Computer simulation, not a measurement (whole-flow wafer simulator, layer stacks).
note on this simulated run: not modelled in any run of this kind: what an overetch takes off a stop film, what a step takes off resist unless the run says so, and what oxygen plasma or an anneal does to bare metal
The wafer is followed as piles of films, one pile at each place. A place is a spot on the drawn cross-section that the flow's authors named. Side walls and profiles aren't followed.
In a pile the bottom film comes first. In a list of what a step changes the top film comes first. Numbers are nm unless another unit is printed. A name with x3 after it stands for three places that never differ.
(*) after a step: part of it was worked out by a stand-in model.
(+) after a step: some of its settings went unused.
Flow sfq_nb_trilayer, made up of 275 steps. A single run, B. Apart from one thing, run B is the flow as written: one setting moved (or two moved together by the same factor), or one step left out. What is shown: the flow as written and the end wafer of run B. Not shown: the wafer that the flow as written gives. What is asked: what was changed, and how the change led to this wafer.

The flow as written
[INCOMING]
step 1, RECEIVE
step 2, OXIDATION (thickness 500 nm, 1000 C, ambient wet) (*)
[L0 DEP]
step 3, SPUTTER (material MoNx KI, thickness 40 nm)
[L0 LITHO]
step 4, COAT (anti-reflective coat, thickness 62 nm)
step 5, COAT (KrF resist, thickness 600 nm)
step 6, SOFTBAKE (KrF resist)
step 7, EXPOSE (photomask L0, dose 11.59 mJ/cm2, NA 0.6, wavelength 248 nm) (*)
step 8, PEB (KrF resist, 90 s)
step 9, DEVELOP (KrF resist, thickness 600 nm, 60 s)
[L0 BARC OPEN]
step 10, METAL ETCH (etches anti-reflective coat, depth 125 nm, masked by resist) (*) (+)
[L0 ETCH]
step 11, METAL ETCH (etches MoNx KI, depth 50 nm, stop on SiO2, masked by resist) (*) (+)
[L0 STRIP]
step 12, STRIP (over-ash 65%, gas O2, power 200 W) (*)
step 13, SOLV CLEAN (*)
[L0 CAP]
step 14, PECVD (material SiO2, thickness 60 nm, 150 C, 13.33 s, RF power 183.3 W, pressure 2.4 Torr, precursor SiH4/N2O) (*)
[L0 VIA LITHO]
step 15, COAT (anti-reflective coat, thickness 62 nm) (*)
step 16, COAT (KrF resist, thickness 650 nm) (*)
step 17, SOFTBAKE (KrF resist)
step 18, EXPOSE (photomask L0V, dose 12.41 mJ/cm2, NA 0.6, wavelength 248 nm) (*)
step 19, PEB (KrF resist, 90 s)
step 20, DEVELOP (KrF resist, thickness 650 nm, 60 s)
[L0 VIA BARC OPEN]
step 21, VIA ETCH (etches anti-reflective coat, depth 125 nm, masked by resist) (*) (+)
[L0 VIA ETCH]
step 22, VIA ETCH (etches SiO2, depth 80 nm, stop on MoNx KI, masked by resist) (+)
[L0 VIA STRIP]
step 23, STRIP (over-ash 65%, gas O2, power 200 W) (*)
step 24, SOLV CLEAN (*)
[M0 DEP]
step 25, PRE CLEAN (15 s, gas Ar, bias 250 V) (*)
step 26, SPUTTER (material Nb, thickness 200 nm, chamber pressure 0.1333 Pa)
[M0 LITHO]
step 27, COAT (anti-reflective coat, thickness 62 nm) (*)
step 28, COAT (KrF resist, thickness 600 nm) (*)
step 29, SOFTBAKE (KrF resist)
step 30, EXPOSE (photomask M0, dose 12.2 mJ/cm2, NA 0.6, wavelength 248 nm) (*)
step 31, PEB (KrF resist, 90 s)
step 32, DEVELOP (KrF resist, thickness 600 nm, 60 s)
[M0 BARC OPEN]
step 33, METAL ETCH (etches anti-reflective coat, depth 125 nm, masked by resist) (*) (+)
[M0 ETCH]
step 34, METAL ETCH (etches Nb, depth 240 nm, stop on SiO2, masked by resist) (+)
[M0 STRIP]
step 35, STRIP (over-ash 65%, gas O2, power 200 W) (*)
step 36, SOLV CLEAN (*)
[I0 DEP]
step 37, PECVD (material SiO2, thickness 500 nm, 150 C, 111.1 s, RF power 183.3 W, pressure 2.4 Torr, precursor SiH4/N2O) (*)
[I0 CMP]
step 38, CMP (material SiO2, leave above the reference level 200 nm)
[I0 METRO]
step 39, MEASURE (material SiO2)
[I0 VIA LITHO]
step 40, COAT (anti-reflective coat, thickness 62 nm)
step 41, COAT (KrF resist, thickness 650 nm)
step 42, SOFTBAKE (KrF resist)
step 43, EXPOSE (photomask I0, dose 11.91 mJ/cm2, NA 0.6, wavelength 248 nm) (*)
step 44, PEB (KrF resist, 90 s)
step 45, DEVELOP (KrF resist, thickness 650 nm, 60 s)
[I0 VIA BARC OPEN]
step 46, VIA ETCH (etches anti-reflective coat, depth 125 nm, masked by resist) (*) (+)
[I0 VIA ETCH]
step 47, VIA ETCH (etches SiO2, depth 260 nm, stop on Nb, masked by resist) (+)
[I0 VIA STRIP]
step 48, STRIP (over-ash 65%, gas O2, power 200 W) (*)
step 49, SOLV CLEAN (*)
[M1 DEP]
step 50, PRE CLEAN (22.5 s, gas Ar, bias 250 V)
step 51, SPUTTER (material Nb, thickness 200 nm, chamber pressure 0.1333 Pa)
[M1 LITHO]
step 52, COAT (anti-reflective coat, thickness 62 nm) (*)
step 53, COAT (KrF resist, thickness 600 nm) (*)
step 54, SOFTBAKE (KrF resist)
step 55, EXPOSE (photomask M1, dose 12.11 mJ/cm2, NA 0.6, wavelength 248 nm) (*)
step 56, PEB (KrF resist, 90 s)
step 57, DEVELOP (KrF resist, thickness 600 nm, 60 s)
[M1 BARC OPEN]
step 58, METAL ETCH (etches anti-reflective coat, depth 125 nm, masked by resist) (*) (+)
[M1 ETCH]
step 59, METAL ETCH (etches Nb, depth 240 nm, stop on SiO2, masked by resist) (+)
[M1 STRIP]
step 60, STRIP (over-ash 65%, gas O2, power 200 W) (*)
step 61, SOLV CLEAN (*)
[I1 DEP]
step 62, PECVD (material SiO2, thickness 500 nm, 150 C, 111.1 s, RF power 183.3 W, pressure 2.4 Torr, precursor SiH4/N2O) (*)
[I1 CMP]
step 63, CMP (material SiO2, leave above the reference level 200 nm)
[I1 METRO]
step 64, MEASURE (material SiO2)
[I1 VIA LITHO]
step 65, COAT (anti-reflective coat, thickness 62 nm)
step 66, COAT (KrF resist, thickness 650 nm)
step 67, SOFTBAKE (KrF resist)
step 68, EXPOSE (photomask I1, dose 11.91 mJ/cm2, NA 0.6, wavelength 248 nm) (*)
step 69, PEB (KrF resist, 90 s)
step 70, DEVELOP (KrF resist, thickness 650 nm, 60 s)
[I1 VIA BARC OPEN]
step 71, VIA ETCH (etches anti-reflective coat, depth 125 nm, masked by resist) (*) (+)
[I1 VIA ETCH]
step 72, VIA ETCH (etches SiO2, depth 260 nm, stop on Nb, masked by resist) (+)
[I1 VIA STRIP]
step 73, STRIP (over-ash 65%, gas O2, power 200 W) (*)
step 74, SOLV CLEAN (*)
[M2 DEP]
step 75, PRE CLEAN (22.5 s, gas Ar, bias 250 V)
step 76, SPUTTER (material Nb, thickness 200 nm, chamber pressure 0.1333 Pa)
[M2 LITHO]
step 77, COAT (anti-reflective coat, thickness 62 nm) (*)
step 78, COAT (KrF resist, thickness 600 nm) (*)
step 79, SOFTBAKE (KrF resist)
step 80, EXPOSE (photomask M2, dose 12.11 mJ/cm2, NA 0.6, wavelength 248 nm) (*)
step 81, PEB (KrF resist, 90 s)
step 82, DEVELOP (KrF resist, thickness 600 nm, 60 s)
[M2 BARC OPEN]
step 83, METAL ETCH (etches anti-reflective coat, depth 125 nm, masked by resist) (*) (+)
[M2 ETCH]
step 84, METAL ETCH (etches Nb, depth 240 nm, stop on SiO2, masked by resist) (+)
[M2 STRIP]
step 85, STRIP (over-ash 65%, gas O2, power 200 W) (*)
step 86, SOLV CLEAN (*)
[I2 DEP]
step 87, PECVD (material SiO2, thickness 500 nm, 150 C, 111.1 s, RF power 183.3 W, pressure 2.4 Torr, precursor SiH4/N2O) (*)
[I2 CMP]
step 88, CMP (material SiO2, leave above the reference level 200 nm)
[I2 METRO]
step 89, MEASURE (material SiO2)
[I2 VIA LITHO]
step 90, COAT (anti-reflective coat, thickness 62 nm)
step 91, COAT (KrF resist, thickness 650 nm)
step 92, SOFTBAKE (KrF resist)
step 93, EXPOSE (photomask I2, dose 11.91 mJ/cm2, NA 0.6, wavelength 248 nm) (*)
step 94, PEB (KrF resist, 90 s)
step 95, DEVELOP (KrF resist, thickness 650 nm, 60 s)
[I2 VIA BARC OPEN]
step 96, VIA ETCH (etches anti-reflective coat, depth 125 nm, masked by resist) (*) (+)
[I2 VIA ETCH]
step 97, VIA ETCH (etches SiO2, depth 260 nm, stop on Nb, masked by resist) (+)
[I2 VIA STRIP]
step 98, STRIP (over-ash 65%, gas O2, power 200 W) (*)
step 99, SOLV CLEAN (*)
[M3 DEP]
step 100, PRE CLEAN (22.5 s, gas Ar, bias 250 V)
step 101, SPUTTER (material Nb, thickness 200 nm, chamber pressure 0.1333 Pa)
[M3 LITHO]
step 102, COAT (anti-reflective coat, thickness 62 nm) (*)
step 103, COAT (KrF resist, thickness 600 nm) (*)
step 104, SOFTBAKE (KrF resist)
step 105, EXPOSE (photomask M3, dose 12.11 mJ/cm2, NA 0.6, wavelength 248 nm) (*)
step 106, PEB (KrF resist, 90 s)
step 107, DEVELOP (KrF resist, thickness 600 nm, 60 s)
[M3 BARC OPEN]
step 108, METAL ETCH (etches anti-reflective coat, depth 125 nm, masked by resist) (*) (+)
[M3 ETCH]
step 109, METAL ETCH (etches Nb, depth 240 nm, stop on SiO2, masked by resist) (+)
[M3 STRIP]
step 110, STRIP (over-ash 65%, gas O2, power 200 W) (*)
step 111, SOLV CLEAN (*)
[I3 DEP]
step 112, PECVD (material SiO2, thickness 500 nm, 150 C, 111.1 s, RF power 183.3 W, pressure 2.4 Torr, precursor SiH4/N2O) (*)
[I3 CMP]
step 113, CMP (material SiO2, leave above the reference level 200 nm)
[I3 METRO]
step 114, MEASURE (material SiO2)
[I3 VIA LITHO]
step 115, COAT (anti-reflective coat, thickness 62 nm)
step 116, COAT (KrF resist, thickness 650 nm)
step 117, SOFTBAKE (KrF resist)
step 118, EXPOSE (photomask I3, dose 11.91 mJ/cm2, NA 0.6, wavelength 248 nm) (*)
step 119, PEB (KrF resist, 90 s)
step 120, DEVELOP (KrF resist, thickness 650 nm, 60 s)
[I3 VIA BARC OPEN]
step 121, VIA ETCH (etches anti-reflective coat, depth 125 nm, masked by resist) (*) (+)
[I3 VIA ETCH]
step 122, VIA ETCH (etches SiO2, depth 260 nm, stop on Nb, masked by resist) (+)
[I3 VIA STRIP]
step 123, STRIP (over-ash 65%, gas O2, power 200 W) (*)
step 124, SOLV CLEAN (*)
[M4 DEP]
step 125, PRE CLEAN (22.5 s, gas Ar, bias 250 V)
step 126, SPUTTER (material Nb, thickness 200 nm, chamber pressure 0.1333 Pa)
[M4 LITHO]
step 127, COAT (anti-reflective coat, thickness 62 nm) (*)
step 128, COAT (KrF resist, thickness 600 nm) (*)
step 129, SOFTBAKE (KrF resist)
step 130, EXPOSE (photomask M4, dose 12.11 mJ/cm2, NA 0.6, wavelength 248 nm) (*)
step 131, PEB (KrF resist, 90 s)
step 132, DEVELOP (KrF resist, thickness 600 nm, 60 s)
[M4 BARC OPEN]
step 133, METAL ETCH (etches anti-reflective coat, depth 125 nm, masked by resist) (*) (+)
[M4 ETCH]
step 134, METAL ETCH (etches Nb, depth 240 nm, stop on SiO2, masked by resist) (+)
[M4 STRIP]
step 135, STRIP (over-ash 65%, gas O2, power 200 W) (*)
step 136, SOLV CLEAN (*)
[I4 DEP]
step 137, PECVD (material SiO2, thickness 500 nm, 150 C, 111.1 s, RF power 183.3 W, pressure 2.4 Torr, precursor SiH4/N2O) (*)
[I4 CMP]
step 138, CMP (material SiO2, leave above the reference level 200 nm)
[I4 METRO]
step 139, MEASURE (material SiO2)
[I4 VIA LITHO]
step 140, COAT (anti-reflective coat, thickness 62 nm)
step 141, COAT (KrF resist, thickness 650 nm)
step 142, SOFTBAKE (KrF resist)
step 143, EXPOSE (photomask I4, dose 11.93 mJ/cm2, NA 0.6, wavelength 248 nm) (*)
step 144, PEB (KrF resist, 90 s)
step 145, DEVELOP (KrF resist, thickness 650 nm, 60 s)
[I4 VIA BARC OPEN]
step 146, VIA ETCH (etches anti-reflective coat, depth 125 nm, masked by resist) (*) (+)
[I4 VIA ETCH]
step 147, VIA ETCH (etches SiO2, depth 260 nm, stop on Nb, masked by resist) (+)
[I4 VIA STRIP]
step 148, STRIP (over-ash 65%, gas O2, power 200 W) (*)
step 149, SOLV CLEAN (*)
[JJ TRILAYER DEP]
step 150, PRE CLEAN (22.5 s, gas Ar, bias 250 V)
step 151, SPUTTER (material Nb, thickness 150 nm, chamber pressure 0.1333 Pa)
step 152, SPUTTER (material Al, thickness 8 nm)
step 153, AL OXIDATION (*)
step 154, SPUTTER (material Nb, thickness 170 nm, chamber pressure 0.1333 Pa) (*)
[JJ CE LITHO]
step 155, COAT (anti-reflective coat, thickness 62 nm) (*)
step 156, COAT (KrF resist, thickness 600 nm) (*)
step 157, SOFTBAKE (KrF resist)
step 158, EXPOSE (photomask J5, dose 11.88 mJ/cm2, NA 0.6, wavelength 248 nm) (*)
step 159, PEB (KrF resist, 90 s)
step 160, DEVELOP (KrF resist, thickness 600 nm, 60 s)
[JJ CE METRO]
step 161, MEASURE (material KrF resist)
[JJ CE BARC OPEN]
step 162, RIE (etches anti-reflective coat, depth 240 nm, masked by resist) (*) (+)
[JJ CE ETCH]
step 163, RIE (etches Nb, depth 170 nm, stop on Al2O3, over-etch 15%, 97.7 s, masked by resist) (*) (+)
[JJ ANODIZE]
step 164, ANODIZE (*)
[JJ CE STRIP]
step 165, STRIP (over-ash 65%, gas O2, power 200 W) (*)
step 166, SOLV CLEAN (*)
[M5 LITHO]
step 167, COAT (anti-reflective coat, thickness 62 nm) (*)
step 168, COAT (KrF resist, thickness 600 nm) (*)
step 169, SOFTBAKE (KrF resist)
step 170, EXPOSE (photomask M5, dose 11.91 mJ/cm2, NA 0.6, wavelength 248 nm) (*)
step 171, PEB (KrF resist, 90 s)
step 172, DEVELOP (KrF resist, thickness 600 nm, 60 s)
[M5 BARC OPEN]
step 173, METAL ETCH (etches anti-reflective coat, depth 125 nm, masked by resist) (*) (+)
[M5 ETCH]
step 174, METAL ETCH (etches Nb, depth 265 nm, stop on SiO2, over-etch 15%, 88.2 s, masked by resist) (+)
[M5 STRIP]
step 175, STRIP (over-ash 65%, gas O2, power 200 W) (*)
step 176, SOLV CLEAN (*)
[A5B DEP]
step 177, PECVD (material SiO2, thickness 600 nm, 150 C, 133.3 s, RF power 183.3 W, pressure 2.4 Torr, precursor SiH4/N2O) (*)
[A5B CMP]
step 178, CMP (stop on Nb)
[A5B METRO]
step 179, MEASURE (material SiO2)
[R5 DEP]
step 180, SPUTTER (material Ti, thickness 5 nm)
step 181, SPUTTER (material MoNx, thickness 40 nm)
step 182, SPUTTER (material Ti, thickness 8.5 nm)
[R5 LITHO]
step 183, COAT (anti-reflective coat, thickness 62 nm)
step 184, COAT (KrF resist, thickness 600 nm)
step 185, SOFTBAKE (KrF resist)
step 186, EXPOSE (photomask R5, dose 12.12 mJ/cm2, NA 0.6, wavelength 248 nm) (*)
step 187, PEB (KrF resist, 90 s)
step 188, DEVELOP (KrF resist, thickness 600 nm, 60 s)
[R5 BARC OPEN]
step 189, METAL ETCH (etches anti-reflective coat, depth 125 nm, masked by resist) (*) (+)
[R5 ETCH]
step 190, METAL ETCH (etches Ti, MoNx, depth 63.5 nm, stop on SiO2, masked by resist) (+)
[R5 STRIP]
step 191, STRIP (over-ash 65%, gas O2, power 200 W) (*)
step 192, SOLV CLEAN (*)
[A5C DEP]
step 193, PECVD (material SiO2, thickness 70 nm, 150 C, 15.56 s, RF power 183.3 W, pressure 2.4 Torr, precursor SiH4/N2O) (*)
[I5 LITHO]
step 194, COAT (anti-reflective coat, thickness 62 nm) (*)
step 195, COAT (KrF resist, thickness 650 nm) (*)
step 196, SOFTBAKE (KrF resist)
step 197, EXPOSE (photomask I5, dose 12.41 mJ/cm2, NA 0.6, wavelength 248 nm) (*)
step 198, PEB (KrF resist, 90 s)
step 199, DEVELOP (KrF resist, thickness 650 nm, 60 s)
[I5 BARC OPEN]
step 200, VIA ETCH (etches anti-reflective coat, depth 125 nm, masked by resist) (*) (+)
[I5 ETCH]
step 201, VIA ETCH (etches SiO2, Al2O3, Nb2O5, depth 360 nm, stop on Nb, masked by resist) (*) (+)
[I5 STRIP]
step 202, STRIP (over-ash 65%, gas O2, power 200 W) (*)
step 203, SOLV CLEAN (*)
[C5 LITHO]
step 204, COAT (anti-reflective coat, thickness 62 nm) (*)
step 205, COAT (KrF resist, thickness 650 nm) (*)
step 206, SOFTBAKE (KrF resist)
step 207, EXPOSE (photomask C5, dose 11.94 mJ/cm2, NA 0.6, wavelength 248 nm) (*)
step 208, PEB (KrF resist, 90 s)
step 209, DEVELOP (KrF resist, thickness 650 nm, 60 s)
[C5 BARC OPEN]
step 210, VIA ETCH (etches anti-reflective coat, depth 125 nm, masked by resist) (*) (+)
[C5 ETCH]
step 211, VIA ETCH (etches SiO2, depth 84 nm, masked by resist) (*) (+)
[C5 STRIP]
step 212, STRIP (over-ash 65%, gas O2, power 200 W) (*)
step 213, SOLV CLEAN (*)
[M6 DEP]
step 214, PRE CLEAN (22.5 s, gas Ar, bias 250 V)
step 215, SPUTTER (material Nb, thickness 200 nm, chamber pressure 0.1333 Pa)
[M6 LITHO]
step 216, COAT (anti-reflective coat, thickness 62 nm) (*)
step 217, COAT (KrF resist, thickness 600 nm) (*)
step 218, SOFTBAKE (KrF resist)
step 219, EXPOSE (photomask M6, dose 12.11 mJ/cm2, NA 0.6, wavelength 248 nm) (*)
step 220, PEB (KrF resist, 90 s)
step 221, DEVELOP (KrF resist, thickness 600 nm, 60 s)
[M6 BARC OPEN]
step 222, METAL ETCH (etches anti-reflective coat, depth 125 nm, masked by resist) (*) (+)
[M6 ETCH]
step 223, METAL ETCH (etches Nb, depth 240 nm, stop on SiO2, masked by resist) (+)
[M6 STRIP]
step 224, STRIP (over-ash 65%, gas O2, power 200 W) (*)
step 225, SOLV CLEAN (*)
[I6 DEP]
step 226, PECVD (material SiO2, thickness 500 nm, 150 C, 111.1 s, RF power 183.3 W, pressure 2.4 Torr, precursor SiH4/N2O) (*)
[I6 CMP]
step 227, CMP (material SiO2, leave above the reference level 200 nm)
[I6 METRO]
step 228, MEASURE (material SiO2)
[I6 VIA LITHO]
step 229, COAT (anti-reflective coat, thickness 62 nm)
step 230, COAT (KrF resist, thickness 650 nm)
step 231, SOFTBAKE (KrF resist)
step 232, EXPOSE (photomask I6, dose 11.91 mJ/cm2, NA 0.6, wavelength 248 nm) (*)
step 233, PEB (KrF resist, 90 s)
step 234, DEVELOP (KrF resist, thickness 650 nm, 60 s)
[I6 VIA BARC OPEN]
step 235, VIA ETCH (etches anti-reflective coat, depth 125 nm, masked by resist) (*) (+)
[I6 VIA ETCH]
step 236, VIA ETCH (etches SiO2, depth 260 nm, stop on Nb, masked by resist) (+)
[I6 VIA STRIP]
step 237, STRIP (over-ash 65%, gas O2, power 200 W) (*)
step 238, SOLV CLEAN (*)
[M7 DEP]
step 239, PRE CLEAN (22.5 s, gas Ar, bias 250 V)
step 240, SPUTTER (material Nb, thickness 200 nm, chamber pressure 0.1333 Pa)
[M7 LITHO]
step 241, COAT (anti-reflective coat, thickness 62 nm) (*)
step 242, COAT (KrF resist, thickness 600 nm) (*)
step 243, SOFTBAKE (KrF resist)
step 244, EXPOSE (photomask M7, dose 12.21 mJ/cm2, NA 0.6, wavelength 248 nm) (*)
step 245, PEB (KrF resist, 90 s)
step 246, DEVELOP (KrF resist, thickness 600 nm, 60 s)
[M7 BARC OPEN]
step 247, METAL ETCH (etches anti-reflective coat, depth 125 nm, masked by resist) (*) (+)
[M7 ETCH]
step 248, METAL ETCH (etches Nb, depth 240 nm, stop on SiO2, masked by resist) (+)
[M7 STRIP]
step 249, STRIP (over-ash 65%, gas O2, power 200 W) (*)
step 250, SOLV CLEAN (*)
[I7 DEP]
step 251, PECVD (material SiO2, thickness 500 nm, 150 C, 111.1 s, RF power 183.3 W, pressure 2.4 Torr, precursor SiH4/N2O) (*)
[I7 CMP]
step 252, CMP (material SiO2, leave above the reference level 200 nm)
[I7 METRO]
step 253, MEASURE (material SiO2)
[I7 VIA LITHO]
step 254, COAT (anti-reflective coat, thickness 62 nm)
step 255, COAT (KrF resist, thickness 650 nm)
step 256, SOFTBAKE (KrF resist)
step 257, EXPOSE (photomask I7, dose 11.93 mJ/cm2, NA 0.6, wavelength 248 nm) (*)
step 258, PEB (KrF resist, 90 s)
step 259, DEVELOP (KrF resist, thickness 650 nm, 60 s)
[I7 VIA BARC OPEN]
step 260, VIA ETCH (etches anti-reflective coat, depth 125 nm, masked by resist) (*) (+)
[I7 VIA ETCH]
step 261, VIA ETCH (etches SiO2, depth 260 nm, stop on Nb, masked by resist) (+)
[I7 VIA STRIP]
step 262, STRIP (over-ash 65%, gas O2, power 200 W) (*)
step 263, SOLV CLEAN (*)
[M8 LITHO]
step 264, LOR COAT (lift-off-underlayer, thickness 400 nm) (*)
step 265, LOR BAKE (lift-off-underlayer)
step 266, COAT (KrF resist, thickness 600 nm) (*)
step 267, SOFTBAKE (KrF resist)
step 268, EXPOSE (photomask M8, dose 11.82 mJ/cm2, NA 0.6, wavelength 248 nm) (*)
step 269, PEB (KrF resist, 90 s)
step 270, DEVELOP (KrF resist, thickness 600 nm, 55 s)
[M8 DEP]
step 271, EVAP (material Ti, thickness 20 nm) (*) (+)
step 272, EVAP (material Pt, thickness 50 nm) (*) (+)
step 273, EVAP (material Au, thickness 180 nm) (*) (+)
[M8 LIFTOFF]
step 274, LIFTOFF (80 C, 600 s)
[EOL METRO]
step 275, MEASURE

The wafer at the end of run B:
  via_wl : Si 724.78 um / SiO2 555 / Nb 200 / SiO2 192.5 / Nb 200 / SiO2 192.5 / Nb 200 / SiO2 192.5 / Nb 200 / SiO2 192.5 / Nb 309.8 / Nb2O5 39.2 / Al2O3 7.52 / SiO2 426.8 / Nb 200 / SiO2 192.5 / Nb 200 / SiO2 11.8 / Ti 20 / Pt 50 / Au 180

The reason: step 261, VIA ETCH: depth 188 nm was run, whereas the flow has depth 260 nm.

The path from the change to this, step by step:
  step 261, VIA ETCH (etches SiO2, depth 260 nm, stop on Nb, masked by resist) (+)
      via_wl, via_w, via_wr: -188 SiO2 (in the flow as written it would be: -199.8 SiO2 (all of it))
      field_l, v_sur, via_sp and 100 more: -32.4 KrF resist (in the flow as written it would be: -44.8 KrF resist)
  step 262, STRIP (over-ash 65%, gas O2, power 200 W) (*)
      field_l, v_sur, via_sp and 100 more: -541 KrF resist (all of it), -62 anti-reflective coat (all of it) (in the flow as written it would be: -528.6 KrF resist (all of it), -62 anti-reflective coat (all of it))
Taking metal films that touch as one body, via_wl has 8 bodies (between them, from the top down: SiO2 11.8; SiO2 192.5; SiO2 426.8 / Al2O3 7.52 / Nb2O5 39.2; SiO2 192.5; SiO2 192.5; SiO2 192.5; SiO2 192.5); the flow as written gives 7 bodies (between them, from the top down: SiO2 192.5; SiO2 426.8 / Al2O3 7.52 / Nb2O5 39.2; SiO2 192.5; SiO2 192.5; SiO2 192.5; SiO2 192.5).
